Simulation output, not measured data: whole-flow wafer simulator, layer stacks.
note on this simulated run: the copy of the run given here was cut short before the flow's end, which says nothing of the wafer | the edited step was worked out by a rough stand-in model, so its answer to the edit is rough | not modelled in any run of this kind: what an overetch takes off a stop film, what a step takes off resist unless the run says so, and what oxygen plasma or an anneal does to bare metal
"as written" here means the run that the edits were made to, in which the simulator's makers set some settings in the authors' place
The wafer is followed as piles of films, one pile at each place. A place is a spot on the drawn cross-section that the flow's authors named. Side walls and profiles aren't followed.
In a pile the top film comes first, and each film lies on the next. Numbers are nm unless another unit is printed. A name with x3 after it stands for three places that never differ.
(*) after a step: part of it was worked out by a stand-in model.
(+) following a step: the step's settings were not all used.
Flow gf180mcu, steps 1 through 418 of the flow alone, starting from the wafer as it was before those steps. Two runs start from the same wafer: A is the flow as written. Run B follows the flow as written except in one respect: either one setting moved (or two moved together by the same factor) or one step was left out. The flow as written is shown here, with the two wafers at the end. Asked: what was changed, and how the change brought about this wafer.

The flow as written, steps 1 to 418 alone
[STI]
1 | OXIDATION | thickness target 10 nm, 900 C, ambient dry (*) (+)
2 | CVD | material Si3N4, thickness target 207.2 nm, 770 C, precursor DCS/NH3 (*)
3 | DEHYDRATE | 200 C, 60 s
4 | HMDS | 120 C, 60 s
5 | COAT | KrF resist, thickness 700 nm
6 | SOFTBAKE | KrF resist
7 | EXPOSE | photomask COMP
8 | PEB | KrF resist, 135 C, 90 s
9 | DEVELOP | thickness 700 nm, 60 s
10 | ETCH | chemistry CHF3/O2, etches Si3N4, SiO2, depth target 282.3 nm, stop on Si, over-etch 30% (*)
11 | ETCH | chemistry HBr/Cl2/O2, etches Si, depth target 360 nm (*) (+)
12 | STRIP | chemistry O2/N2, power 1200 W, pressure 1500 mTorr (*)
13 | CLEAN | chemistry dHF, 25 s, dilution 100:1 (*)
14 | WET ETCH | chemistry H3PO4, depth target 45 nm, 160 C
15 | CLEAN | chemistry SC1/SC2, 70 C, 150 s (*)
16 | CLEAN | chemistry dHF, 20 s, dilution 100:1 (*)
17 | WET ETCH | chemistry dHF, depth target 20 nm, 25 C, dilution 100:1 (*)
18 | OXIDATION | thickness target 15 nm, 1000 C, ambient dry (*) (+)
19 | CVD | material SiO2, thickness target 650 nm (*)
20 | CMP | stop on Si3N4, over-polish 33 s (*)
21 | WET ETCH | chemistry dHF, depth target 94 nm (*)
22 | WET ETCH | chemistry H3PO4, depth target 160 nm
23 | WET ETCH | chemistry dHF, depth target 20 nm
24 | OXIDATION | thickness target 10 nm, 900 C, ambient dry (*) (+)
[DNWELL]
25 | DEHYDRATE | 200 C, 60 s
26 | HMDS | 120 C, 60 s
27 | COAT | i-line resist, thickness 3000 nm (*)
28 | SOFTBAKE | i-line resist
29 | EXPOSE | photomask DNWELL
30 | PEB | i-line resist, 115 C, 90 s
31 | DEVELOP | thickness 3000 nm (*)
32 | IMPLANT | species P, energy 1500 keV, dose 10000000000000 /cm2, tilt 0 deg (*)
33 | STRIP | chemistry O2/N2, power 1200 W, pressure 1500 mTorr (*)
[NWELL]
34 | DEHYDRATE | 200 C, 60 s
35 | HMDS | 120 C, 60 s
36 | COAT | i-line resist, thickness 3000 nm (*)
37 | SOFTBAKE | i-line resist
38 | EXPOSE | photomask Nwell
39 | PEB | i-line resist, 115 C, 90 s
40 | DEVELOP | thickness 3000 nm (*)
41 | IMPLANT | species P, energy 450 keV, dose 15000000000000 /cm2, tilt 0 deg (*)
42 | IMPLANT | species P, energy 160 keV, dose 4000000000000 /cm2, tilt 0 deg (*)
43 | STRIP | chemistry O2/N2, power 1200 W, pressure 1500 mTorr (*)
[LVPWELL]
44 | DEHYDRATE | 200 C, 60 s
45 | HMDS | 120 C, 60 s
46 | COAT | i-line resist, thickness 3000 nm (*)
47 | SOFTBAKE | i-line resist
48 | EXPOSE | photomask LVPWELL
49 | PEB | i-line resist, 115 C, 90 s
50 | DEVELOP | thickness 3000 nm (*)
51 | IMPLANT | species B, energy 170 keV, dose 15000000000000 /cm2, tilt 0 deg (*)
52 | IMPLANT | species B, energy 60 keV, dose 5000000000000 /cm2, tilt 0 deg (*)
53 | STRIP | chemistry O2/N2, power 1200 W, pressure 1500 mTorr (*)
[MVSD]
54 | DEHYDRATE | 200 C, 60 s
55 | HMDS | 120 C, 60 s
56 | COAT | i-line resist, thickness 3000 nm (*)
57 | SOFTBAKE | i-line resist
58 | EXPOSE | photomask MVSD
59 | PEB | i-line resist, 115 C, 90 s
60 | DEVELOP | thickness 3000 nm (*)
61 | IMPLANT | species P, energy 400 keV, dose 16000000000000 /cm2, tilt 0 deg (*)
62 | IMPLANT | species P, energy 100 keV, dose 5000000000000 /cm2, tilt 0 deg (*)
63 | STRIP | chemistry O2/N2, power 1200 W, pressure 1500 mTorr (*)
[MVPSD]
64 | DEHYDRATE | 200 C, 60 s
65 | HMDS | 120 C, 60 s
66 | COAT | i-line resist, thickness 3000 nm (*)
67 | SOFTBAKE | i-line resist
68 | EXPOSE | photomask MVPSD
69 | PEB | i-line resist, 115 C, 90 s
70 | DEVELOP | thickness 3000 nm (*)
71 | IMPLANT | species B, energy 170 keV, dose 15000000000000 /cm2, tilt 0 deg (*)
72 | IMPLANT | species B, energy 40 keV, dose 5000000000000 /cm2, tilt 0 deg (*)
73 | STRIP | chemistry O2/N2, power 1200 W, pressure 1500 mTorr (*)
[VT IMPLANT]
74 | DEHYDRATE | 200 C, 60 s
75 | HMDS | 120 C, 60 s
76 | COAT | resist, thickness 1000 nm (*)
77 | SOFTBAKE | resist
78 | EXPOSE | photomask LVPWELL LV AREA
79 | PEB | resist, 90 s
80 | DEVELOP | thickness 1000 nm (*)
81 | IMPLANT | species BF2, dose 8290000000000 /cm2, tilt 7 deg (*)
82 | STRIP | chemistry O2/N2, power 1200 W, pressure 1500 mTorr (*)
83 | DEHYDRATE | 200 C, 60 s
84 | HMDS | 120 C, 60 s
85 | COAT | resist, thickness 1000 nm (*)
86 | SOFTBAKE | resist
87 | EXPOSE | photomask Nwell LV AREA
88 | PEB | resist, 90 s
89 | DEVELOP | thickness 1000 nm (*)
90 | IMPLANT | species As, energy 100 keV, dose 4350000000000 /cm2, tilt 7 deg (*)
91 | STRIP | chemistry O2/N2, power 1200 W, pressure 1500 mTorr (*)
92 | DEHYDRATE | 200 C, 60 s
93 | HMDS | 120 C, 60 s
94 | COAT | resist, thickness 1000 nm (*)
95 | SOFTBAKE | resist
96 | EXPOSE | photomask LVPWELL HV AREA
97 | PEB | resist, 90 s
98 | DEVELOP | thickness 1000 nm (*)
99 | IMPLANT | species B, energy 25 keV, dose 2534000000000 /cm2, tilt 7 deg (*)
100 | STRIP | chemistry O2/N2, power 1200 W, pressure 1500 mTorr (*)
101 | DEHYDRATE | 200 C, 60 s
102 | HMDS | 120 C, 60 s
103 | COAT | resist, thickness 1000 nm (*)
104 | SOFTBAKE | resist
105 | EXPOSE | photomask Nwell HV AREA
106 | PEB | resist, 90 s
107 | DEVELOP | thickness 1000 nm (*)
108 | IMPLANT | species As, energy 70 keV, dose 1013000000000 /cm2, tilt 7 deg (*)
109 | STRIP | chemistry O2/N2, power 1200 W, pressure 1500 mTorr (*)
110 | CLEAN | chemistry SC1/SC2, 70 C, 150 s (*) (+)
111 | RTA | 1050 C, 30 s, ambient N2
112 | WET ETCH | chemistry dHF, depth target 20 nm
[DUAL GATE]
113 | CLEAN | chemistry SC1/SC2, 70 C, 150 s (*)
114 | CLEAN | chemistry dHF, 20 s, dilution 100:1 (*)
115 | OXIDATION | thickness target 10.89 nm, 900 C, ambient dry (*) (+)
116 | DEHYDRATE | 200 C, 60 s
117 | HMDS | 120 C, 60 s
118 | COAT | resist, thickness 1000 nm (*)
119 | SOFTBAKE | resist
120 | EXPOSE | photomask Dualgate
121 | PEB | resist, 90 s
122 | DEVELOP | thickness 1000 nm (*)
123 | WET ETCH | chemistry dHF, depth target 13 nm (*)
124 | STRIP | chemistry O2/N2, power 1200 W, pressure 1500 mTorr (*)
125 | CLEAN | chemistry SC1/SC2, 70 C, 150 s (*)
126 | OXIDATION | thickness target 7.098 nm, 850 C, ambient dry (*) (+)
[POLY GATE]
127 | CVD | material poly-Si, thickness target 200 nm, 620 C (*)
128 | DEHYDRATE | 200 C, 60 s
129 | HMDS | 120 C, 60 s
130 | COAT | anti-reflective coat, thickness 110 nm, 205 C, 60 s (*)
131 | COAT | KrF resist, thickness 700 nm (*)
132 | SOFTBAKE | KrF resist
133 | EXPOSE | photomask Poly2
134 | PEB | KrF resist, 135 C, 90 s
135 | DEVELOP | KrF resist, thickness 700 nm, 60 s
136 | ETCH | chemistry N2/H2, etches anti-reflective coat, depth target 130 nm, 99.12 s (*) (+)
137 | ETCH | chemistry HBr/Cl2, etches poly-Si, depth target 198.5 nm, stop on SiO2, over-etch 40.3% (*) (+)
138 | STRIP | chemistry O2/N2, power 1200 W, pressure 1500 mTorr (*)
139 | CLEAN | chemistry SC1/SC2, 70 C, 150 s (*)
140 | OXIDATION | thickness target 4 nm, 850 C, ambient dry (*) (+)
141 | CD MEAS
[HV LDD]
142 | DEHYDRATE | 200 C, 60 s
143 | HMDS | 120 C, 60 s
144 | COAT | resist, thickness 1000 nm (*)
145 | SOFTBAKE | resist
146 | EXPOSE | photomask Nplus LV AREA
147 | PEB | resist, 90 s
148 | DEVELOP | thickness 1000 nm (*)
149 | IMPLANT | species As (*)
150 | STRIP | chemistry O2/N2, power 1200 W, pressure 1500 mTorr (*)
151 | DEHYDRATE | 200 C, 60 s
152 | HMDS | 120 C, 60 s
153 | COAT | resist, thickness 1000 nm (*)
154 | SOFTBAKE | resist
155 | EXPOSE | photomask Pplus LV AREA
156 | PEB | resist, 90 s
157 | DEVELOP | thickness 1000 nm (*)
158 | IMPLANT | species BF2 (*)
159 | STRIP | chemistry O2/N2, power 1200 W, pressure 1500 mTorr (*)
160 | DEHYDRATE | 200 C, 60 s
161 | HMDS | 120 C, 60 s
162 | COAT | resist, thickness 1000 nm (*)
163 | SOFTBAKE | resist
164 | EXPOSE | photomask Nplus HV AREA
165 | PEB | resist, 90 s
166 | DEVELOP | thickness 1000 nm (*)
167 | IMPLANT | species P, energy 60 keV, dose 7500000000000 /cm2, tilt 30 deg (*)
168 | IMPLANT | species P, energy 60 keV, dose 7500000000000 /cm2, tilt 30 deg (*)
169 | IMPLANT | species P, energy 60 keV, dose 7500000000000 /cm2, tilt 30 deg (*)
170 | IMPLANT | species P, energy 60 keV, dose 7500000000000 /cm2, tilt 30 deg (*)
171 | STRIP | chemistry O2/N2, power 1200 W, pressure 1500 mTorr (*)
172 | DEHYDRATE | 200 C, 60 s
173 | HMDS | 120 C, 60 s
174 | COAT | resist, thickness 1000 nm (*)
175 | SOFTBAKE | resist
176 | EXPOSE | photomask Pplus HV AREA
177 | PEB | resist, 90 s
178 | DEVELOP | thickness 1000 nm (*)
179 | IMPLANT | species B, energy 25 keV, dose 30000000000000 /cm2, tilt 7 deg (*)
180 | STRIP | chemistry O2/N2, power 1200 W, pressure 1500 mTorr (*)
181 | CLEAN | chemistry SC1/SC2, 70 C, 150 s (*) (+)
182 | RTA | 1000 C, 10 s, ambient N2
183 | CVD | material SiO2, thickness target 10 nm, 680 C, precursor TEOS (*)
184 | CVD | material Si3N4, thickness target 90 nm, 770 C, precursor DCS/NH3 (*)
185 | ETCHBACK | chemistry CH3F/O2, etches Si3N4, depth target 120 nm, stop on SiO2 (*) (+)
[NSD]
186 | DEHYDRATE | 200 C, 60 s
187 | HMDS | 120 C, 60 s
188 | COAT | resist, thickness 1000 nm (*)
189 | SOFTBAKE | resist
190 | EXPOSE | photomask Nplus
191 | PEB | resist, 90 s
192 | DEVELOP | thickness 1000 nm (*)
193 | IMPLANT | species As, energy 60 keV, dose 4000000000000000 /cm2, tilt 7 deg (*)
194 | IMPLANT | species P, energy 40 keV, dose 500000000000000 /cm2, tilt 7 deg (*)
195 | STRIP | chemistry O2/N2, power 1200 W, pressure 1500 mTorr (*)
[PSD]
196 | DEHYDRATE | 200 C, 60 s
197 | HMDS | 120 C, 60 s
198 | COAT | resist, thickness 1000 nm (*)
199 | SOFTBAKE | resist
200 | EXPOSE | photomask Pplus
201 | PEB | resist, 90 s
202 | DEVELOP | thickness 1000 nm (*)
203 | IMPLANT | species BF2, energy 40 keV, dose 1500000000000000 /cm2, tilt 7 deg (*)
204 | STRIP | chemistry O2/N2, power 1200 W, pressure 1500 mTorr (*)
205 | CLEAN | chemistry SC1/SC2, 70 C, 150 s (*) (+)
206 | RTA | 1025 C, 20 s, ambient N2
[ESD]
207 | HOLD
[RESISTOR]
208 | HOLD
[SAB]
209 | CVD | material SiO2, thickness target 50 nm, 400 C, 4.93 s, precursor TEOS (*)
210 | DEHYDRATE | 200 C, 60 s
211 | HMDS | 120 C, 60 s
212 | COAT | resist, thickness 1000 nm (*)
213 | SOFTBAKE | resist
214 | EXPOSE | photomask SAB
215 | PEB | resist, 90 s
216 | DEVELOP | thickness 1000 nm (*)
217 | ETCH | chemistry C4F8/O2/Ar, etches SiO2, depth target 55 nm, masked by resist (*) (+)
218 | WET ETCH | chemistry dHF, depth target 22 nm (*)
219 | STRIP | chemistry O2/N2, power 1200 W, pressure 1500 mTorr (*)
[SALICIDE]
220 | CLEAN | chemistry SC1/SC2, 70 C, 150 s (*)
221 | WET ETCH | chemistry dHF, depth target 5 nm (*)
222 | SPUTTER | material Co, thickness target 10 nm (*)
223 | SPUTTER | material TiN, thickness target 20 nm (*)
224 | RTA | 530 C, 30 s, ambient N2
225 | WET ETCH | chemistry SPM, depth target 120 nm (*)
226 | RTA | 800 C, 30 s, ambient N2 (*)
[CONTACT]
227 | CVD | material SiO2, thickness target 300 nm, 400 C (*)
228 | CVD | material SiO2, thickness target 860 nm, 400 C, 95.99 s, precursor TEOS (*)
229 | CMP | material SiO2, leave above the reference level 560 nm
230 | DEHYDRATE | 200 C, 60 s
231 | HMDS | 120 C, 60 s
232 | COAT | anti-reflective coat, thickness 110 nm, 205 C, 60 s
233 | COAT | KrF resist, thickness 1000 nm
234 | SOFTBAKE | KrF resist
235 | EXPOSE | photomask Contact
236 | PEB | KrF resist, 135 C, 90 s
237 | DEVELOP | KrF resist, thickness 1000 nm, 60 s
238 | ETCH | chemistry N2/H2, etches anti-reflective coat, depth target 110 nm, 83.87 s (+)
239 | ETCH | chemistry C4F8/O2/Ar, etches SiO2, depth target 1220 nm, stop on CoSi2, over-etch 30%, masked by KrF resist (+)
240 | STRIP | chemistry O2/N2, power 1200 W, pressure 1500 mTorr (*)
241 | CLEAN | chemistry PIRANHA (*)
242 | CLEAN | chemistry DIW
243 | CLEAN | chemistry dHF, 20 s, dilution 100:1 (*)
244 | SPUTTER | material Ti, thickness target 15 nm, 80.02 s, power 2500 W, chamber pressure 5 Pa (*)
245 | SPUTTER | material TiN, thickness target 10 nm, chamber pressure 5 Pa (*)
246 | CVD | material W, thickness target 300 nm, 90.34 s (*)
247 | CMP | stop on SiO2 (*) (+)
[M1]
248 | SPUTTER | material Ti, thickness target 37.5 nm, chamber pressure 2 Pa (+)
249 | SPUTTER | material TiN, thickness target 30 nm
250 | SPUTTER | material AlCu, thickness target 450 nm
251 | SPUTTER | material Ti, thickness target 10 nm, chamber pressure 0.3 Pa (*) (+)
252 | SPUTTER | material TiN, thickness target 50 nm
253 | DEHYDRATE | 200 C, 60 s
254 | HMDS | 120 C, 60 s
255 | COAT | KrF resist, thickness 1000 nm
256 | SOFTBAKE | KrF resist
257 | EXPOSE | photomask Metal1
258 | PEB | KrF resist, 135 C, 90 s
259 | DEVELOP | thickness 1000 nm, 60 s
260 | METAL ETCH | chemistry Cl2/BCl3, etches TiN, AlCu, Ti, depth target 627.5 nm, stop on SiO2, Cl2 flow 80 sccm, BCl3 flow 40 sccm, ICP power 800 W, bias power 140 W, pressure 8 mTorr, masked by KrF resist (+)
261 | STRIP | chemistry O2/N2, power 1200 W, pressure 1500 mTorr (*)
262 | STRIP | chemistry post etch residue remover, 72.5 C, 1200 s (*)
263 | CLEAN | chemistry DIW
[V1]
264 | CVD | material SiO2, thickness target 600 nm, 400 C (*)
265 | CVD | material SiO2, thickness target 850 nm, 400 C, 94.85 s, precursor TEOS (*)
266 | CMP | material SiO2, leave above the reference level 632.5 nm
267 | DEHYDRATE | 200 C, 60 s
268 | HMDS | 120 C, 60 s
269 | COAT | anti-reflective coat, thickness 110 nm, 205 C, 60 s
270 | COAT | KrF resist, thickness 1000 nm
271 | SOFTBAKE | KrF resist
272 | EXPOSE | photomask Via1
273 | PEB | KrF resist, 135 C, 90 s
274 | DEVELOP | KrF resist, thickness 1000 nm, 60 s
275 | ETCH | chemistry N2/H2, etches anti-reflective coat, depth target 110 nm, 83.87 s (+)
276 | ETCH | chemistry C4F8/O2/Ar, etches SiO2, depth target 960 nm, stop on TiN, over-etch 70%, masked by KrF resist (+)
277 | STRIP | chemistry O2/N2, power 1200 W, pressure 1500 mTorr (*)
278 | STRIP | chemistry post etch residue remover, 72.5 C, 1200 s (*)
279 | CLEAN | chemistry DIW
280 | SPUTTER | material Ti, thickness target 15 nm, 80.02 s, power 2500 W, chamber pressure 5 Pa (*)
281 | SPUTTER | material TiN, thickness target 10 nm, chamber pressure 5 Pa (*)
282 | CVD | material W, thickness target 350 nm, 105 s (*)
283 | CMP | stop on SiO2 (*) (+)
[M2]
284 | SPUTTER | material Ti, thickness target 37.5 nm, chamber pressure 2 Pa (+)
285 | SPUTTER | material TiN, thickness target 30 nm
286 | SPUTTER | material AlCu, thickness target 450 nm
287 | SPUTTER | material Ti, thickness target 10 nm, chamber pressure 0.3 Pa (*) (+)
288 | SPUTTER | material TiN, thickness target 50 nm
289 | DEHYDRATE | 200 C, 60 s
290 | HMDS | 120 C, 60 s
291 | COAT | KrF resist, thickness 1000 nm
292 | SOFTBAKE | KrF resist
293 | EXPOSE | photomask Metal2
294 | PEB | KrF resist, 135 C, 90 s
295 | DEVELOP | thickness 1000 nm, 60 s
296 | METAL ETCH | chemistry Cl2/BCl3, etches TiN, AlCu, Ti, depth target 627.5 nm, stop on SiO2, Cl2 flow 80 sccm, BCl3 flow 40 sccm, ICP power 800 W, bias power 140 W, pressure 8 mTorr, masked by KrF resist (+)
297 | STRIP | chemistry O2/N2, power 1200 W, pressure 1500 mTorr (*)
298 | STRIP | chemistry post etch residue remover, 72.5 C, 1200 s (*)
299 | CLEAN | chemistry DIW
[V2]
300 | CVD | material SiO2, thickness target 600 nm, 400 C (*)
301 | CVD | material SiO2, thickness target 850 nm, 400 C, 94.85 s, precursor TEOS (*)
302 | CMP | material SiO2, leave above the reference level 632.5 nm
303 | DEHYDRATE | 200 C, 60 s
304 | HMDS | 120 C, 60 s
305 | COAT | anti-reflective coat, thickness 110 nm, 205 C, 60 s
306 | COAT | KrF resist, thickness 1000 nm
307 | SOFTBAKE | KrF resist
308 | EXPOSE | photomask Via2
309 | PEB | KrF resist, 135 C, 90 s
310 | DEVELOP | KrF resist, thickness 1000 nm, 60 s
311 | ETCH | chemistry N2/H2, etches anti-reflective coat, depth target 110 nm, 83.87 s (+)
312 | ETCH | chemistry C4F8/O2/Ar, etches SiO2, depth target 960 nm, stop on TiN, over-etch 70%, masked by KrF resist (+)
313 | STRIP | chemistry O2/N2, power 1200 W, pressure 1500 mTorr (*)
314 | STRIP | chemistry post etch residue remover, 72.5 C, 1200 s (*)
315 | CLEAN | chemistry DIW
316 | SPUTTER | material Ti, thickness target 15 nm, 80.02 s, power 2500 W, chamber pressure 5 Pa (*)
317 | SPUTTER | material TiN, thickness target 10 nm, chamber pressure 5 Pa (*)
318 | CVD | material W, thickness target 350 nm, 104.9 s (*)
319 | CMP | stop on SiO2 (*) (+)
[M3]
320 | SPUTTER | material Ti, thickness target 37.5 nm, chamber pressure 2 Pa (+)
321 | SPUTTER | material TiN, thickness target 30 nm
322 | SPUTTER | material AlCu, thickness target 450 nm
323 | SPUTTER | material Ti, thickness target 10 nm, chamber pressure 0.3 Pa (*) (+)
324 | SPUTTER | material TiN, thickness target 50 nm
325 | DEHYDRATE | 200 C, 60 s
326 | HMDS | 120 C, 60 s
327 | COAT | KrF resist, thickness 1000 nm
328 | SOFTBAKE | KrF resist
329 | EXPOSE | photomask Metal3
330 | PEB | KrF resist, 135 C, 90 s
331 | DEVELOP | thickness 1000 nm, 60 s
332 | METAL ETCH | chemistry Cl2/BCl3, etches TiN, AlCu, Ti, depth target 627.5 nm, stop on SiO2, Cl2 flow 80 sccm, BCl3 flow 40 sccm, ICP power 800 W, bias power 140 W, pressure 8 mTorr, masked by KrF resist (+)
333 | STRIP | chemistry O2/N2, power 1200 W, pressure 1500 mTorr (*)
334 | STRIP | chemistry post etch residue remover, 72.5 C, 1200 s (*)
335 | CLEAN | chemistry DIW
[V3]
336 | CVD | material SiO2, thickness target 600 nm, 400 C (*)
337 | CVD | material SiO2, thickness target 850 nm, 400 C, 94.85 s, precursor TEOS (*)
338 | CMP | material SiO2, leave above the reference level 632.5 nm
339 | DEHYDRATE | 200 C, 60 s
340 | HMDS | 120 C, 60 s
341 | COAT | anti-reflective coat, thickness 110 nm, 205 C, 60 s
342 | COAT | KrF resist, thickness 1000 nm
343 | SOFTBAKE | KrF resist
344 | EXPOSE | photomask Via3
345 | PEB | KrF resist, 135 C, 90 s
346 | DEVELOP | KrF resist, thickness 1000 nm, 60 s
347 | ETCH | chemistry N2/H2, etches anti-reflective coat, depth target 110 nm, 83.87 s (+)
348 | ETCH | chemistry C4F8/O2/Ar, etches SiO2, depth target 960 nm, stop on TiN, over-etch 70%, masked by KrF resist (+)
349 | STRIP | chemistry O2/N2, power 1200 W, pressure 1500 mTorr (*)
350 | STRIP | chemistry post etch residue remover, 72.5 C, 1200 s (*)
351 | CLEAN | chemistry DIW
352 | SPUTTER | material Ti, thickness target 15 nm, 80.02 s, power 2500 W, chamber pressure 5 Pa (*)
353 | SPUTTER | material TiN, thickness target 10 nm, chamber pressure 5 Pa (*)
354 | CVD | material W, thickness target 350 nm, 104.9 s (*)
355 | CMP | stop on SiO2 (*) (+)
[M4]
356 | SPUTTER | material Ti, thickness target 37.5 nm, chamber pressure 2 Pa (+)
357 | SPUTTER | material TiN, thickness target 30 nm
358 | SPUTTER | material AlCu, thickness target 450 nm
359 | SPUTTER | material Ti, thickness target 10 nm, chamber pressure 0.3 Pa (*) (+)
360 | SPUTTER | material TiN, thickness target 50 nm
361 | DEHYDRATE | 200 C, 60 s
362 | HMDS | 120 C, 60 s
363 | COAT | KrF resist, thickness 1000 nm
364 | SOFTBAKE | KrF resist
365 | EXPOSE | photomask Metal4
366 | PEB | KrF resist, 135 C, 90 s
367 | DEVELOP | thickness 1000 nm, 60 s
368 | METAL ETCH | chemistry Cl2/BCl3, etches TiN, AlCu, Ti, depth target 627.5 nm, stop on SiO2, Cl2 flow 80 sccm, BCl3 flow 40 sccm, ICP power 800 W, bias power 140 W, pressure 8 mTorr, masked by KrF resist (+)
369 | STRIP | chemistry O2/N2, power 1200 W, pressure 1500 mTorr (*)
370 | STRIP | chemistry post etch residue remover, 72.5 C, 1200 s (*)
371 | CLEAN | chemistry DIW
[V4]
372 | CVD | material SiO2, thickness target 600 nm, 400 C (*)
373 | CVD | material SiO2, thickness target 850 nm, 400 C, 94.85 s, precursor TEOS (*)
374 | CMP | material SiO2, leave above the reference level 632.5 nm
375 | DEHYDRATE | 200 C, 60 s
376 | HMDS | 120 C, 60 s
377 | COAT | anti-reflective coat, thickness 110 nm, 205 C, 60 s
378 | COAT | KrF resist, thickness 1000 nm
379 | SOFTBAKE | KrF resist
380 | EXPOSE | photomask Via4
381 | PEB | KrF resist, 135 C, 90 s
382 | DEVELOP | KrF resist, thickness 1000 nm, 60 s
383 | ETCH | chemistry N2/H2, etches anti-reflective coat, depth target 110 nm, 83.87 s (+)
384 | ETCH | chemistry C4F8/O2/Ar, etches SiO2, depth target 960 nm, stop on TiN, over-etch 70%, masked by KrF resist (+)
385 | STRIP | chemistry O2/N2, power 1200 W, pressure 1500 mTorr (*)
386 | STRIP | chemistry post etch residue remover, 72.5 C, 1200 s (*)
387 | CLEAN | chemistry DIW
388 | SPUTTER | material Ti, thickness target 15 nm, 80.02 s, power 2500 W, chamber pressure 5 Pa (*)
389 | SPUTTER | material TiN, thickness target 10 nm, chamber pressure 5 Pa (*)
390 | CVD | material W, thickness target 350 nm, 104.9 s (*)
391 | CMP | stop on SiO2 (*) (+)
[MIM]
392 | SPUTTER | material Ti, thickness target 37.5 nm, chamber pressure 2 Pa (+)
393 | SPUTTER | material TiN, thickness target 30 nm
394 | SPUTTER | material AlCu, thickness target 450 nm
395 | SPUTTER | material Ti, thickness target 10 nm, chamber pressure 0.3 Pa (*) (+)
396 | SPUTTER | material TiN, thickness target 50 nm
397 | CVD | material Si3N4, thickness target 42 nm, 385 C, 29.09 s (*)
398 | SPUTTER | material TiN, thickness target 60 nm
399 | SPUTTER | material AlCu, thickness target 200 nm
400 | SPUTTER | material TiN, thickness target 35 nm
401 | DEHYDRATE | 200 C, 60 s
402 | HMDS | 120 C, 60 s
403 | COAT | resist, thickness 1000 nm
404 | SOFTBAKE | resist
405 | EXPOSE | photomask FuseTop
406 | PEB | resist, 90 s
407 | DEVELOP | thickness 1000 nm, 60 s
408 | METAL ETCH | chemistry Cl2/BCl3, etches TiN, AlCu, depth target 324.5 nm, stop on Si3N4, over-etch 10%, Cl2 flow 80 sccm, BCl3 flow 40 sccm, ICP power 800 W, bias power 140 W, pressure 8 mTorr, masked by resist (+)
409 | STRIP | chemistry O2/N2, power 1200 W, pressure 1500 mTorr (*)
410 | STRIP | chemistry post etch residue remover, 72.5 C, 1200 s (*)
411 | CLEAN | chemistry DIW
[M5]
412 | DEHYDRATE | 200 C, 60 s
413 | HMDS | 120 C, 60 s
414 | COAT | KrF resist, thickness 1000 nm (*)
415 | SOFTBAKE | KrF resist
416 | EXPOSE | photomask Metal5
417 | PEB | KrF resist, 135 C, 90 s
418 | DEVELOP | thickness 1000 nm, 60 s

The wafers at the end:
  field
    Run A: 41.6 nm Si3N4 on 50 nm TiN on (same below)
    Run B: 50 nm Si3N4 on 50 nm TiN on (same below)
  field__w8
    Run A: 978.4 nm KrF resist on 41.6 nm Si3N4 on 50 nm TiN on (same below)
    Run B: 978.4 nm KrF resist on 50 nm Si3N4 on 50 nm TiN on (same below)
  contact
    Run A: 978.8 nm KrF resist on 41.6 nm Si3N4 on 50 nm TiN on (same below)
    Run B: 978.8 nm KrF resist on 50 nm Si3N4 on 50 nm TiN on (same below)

Cause: step 397, CVD: 34.9 s was run, whereas the flow has 29.09 s.

Step by step, how the change led to this:
  397 | CVD | material Si3N4, thickness target 42 nm, 385 C, 29.09 s (*)
      field, field__w1, field__w2 and 108 more: A +42 Si3N4 (new film) | B +50.4 Si3N4 (new film)
